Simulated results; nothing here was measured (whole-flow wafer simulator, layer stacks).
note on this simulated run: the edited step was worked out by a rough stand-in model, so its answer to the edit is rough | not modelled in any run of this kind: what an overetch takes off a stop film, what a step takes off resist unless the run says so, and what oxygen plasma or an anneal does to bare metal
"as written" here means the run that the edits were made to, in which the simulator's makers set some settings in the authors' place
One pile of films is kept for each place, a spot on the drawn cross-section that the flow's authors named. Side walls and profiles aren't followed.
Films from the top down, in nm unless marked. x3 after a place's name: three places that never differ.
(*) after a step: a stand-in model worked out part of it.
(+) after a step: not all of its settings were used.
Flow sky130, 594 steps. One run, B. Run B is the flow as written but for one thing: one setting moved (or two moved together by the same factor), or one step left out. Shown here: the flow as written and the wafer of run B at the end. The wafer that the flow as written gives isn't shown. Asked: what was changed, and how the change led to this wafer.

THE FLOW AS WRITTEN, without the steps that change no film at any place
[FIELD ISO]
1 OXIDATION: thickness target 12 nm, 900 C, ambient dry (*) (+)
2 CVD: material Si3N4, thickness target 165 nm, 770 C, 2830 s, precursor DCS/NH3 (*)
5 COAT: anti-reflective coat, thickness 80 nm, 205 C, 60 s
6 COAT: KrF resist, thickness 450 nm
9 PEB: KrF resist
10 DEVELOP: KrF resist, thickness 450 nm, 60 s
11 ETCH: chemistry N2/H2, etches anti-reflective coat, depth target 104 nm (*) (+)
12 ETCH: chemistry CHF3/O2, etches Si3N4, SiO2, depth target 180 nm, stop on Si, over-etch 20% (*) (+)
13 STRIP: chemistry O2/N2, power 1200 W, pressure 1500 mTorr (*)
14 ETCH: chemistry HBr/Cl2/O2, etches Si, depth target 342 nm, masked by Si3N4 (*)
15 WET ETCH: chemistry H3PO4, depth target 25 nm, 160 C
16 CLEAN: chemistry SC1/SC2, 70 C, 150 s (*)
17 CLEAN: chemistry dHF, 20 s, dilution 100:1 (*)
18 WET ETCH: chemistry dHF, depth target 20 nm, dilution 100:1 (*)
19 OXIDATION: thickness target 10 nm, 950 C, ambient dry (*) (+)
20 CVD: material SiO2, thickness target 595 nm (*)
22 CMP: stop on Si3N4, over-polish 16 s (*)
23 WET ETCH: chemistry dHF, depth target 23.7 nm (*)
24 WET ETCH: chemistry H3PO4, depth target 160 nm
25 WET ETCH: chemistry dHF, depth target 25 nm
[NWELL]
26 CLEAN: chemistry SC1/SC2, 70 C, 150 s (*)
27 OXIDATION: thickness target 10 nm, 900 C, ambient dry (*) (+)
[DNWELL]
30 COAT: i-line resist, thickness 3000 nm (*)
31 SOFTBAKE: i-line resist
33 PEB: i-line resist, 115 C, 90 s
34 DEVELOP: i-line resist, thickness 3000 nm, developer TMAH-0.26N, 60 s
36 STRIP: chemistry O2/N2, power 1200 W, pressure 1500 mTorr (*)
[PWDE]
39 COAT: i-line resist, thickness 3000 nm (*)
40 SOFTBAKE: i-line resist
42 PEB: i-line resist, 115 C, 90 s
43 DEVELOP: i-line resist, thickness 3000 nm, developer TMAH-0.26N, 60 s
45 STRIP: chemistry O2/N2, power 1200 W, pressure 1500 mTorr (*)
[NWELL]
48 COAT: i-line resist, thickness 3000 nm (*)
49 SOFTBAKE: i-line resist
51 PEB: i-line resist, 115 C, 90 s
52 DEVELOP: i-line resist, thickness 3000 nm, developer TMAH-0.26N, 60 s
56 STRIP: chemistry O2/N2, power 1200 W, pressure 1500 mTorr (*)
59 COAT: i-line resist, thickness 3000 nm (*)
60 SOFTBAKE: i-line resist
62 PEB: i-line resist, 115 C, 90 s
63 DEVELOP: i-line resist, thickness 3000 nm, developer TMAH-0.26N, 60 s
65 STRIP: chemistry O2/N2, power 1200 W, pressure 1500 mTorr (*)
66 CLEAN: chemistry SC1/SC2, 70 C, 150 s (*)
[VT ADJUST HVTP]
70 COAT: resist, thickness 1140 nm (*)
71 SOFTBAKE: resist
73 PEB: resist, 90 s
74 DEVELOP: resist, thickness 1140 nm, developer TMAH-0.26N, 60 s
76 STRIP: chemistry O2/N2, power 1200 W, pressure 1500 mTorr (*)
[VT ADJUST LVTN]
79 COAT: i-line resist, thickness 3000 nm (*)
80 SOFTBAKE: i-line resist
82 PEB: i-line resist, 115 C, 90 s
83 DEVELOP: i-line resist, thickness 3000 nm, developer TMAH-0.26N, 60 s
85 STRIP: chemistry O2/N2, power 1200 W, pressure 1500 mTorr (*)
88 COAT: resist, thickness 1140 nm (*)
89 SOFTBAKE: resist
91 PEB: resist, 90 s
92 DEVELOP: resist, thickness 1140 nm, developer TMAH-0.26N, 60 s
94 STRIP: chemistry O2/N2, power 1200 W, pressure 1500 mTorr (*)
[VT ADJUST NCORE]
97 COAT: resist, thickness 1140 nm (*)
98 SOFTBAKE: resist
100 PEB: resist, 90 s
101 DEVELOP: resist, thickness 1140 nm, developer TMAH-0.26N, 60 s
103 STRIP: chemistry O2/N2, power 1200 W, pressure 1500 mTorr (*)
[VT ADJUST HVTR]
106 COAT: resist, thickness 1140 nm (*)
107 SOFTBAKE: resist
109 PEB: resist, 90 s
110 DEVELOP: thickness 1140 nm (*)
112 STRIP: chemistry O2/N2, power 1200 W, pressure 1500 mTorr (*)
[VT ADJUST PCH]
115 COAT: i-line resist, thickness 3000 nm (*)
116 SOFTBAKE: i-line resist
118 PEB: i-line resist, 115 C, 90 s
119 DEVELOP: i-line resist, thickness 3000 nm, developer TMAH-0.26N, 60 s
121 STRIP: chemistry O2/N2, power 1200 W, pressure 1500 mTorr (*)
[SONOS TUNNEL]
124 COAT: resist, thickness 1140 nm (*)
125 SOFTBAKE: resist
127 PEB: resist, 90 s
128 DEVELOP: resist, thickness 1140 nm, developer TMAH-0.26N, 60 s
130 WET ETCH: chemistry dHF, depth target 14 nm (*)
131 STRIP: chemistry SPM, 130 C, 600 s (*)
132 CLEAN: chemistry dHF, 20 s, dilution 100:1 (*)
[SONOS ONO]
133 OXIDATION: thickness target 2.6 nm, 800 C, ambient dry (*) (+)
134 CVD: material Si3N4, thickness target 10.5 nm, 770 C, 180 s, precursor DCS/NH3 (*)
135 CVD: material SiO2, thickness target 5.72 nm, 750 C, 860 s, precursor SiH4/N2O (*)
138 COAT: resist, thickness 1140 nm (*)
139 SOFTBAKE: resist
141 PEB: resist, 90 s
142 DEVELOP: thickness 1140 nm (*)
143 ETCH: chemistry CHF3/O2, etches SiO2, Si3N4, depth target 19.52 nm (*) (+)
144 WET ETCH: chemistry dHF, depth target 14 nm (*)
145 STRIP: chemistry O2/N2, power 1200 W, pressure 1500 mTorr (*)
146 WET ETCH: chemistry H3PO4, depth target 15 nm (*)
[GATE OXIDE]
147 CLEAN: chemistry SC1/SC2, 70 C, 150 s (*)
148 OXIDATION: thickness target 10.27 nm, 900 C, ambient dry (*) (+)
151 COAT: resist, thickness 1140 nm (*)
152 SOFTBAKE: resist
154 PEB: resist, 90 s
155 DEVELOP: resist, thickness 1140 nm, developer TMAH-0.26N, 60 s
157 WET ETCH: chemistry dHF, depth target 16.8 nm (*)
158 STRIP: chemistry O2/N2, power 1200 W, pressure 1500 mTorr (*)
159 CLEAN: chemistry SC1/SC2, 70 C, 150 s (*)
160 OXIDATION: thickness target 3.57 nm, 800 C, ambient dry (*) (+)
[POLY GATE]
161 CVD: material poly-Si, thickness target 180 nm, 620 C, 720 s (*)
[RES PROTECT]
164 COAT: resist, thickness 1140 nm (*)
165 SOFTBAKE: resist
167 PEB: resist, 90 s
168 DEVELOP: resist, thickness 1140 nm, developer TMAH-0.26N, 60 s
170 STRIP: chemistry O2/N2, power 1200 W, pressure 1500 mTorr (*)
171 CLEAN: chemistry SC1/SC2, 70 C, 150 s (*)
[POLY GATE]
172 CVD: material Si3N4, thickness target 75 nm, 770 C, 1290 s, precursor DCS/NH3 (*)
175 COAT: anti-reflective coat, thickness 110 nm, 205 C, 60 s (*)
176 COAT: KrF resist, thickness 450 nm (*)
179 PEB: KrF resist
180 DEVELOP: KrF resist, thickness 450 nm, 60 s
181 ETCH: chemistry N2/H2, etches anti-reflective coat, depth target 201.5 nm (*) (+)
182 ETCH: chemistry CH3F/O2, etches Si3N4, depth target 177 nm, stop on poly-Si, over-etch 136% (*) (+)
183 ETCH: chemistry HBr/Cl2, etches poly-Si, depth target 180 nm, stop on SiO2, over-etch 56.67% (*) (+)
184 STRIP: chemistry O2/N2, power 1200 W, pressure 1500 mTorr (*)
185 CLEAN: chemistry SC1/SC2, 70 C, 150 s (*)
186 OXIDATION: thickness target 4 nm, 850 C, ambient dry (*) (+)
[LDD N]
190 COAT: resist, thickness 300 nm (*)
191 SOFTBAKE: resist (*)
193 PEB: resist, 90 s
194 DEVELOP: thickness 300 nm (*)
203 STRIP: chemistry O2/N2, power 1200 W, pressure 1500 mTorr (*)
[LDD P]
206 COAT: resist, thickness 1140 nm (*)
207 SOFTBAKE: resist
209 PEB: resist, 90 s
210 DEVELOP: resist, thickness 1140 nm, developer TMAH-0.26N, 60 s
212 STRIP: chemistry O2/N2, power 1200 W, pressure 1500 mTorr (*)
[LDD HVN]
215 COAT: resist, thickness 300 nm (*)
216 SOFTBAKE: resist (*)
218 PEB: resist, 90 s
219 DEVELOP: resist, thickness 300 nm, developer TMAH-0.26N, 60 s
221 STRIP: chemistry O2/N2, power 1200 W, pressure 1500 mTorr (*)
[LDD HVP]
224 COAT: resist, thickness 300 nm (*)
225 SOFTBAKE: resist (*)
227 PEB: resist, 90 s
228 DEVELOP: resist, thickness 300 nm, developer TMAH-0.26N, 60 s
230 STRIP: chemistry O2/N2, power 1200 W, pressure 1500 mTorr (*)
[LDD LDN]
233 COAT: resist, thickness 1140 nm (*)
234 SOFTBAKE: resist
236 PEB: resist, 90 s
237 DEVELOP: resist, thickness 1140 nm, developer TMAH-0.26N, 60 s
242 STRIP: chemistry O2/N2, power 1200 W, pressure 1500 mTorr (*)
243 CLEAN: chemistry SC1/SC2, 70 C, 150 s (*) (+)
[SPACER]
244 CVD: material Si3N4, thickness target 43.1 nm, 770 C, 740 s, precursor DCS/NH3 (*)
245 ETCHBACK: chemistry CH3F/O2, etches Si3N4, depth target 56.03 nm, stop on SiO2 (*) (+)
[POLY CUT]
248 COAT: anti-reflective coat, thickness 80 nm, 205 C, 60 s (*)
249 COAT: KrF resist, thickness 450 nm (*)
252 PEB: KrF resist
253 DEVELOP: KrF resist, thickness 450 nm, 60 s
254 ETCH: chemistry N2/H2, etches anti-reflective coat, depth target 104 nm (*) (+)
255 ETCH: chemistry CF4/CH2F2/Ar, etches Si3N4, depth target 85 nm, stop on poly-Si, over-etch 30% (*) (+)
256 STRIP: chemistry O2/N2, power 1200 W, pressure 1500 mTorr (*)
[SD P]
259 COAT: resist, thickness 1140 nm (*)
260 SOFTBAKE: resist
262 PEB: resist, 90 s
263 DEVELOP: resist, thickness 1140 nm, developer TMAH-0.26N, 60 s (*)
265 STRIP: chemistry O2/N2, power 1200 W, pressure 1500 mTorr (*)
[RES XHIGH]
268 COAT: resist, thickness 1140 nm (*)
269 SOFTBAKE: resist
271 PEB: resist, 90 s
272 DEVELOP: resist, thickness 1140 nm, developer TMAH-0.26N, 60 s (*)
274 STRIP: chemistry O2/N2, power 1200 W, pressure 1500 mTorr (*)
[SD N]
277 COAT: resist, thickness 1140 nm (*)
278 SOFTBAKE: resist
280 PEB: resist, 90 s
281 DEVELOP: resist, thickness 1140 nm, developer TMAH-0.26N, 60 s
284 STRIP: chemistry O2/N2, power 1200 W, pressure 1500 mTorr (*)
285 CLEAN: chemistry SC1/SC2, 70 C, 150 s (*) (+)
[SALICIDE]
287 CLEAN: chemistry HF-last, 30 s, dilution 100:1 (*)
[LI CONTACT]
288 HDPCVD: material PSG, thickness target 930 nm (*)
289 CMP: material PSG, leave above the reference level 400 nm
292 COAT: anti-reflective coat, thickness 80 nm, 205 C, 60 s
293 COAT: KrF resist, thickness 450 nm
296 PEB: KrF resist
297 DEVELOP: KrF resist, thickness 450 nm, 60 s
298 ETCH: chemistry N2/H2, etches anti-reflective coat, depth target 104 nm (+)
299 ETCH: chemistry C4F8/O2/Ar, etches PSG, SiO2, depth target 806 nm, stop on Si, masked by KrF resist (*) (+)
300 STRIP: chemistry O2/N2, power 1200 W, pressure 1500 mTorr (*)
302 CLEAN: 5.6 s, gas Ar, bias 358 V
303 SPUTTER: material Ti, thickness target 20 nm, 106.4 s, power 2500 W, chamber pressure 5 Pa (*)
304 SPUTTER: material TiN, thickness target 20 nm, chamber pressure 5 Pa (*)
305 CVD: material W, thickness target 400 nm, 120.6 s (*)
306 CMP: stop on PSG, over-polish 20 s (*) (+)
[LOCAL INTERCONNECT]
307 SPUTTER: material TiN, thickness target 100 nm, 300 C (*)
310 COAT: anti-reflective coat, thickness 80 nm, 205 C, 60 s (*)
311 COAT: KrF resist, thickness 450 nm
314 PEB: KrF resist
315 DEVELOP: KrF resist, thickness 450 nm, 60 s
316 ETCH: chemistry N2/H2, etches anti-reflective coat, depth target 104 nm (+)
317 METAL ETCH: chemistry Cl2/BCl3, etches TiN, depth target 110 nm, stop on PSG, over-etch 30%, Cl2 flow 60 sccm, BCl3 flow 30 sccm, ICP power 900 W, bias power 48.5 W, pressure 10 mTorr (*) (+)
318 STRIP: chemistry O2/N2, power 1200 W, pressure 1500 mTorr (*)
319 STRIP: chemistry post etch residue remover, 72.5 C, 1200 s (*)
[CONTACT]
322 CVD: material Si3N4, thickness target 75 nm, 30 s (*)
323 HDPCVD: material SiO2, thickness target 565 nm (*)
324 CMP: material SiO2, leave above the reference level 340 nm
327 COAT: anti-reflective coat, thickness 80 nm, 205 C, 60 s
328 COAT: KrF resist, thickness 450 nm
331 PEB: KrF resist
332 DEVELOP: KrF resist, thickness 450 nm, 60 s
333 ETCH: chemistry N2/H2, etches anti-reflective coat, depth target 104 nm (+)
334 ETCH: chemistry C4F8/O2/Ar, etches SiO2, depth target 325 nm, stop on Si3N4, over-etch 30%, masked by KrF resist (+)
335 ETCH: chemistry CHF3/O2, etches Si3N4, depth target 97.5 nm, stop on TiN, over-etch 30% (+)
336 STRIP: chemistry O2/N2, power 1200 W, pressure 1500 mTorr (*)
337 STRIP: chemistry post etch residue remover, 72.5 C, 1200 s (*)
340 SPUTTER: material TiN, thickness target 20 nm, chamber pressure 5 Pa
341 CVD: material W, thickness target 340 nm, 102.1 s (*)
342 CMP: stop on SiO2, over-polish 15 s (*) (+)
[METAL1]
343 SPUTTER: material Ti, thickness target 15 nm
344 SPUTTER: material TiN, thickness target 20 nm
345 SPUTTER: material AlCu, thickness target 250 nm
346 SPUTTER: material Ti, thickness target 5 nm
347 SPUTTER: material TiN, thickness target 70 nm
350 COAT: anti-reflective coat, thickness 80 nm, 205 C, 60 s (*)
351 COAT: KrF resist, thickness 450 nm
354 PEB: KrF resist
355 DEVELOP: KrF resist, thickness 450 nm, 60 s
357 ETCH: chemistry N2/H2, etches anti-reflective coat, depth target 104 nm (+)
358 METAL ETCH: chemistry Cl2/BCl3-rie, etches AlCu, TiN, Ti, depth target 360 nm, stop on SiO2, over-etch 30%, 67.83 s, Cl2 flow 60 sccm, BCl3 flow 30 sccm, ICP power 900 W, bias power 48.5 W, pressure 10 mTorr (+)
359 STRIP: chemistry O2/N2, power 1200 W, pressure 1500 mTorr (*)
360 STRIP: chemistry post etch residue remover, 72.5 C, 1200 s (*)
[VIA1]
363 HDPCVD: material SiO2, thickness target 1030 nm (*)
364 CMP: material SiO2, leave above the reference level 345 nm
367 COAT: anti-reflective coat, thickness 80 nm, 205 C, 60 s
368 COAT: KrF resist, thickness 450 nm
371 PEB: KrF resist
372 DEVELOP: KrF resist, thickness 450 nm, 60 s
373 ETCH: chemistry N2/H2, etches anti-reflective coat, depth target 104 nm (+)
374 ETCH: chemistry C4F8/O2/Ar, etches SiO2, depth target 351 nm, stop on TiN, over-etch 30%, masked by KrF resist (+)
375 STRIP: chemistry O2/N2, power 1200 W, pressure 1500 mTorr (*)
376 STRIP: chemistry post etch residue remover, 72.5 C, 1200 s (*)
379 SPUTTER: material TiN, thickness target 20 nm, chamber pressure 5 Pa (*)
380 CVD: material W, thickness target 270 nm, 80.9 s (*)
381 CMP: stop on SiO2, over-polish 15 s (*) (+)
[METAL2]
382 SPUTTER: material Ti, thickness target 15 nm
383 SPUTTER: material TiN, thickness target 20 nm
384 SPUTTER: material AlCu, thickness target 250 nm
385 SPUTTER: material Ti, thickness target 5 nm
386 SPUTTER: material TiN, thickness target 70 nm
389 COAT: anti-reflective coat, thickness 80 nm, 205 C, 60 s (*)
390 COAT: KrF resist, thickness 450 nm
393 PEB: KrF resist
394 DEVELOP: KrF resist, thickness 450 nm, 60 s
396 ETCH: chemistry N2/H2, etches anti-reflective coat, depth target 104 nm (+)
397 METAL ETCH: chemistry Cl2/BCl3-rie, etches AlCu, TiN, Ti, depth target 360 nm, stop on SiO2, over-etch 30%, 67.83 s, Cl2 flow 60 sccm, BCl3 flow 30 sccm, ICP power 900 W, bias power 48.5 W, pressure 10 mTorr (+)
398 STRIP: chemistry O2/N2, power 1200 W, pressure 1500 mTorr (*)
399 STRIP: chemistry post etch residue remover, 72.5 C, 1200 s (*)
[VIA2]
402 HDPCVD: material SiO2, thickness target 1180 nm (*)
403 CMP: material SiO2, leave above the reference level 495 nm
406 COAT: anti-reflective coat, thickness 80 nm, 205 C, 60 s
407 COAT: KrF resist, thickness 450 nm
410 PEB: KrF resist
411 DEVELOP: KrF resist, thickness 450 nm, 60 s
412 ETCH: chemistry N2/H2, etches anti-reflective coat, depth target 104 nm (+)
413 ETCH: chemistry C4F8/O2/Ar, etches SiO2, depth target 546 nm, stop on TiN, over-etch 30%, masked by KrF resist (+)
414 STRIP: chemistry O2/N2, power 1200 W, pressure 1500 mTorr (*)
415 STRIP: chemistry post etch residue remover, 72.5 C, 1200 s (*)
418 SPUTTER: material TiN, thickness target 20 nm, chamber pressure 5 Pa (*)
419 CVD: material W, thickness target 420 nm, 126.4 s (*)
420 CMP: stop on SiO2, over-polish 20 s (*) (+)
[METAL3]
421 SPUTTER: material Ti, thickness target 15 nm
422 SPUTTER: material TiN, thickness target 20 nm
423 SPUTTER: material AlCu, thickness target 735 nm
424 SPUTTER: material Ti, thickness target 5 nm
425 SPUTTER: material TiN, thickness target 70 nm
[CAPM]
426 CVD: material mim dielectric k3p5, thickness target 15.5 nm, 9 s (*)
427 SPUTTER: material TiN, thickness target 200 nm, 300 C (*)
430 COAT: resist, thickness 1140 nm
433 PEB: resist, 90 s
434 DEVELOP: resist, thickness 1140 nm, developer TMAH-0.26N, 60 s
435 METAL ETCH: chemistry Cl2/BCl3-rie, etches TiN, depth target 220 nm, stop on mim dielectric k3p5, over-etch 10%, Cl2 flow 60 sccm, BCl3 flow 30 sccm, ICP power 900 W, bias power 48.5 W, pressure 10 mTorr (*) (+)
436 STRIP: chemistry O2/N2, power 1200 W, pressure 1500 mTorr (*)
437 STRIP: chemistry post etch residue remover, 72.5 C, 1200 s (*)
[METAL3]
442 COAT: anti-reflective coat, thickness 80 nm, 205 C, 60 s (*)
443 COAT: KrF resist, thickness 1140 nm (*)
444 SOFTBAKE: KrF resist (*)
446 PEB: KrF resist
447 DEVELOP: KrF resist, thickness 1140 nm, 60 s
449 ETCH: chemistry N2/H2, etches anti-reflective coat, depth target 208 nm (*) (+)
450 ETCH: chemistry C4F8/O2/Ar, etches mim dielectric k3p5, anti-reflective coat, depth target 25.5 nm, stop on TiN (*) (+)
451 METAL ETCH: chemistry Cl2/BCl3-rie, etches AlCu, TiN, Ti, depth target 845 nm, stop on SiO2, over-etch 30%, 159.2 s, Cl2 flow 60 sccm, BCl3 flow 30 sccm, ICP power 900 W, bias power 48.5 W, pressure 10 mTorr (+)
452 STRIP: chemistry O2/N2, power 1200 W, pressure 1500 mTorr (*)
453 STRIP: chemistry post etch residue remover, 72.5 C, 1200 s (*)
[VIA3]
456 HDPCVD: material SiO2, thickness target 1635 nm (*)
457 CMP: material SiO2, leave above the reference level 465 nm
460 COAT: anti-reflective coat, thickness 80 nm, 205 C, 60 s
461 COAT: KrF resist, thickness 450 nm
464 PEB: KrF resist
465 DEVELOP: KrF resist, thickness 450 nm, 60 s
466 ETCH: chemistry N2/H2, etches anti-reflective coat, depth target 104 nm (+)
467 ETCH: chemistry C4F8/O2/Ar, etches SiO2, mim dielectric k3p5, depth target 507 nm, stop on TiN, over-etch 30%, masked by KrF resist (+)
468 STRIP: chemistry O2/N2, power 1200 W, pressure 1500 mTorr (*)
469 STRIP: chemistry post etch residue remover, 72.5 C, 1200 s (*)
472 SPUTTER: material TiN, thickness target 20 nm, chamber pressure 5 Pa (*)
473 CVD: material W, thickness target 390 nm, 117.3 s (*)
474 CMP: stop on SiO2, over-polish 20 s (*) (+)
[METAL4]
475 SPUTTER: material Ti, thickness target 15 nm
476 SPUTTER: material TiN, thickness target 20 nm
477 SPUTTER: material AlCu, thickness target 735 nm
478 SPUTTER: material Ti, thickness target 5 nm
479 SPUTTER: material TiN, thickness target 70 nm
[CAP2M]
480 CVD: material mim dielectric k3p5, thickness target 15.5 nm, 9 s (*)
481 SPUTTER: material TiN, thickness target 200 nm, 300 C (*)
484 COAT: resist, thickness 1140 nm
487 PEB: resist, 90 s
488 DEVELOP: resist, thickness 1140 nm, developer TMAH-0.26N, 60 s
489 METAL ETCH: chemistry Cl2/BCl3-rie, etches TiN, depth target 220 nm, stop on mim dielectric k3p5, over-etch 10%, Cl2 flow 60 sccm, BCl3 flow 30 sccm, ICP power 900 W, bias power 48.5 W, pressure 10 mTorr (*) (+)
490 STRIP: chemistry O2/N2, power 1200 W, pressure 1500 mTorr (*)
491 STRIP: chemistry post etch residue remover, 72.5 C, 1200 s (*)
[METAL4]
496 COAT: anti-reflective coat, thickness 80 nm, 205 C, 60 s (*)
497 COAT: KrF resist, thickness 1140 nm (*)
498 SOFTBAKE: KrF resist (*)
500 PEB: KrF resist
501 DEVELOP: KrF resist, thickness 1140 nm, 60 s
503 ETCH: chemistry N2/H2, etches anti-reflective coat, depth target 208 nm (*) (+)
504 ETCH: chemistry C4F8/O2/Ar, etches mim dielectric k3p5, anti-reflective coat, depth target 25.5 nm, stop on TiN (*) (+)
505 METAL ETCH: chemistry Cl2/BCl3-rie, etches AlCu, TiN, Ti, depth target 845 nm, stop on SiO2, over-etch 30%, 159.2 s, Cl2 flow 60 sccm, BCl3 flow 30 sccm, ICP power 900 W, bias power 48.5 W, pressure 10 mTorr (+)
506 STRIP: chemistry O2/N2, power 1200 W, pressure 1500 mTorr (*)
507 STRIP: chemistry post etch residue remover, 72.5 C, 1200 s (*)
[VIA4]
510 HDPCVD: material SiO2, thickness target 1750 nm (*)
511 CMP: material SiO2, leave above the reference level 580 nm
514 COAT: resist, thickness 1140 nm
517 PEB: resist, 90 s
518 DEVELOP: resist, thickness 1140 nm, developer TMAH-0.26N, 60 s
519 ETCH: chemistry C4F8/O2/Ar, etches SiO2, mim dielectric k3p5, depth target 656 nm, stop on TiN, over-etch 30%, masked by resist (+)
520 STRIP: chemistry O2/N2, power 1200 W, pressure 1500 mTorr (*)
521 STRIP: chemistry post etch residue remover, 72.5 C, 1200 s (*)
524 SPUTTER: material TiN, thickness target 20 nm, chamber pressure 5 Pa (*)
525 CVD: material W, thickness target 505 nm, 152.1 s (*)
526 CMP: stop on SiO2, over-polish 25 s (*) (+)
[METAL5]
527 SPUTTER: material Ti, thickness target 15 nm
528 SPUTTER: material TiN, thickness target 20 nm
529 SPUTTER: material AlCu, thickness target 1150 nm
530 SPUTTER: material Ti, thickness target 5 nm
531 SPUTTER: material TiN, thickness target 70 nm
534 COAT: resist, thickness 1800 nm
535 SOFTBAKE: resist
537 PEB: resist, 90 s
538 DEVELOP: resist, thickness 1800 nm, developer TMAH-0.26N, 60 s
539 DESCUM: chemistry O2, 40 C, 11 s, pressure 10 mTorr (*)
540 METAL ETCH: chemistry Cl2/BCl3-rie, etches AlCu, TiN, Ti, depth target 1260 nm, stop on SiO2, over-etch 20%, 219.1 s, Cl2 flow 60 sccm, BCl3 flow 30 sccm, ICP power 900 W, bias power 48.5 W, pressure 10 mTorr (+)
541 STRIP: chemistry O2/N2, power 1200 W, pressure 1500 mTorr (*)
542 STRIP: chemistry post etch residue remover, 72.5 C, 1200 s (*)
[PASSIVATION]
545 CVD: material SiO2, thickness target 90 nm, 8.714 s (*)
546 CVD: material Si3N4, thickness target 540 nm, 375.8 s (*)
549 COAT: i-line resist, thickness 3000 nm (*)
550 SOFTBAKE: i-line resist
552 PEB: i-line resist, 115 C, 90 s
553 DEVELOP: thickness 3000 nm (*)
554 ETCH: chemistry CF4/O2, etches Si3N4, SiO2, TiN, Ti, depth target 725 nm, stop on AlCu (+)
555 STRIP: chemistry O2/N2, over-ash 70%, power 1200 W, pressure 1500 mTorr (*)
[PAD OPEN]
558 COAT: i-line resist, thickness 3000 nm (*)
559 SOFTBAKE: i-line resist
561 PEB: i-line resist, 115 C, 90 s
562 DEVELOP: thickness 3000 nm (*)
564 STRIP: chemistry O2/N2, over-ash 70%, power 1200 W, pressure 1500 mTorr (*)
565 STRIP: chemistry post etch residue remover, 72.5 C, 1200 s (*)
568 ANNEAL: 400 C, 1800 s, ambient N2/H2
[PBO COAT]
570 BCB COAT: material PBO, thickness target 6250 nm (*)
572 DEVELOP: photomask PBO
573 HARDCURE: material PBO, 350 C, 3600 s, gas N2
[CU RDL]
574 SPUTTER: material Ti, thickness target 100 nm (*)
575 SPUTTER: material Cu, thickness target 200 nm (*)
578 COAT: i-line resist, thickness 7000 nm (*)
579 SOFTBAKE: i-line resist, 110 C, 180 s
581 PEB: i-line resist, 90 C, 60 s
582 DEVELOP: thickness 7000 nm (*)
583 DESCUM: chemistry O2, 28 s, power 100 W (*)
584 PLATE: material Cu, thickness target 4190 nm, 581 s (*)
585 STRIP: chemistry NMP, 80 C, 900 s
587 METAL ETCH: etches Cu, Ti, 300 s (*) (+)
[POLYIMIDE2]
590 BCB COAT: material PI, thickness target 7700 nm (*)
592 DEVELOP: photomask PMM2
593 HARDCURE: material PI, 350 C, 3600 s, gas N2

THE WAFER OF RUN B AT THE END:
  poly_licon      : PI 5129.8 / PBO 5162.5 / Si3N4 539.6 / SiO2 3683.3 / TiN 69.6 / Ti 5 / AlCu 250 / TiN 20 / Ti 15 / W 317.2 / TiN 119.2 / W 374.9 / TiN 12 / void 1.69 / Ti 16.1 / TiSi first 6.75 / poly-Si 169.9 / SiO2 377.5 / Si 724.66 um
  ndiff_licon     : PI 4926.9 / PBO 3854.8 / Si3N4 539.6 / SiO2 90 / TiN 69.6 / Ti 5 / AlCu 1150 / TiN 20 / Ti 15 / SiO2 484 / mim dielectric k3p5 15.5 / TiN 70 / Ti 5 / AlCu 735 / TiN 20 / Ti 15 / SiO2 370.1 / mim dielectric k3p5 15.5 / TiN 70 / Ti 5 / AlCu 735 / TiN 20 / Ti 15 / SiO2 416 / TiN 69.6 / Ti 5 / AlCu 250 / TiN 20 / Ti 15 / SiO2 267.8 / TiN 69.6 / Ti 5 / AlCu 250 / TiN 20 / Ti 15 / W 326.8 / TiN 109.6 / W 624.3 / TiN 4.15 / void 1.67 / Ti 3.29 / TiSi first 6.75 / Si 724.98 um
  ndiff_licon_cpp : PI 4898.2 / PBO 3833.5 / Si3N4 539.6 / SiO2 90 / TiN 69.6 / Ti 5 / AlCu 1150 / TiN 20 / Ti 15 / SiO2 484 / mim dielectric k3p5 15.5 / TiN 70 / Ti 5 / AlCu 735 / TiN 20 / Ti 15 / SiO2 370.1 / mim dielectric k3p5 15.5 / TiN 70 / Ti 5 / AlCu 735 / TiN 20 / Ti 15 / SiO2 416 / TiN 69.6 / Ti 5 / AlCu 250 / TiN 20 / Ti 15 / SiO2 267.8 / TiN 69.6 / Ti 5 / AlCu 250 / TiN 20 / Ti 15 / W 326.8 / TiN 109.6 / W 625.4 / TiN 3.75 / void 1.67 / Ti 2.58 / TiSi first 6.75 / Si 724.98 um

The cause: step 304, SPUTTER: thickness target 12 nm was run, where the flow has thickness target 20 nm.
It can be read off the wafer: poly_licon has TiN 12, and step 304 as written asks for 20 nm.

How the change led to this, step by step:
  304 SPUTTER: material TiN, thickness target 20 nm, chamber pressure 5 Pa (*)
      field, active, n_well and 185 more: TiN +12 (new film) (as written it would be: TiN +20 (new film))
      ndiff_licon: TiN +4.15 (new film) (as written it would be: TiN +6.83 (new film))
      (and at 2 more places)
  306 CMP: stop on PSG, over-polish 20 s (*) (+)
      field, active, n_well and 184 more: W -400 (all of it), TiN -12 (all of it), Ti -20 (all of it), PSG -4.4 (as written it would be: W -400 (all of it), TiN -20 (all of it), Ti -20 (all of it), PSG -4.4)
      poly_licon: W -25.1 (as written it would be: W -33.1)
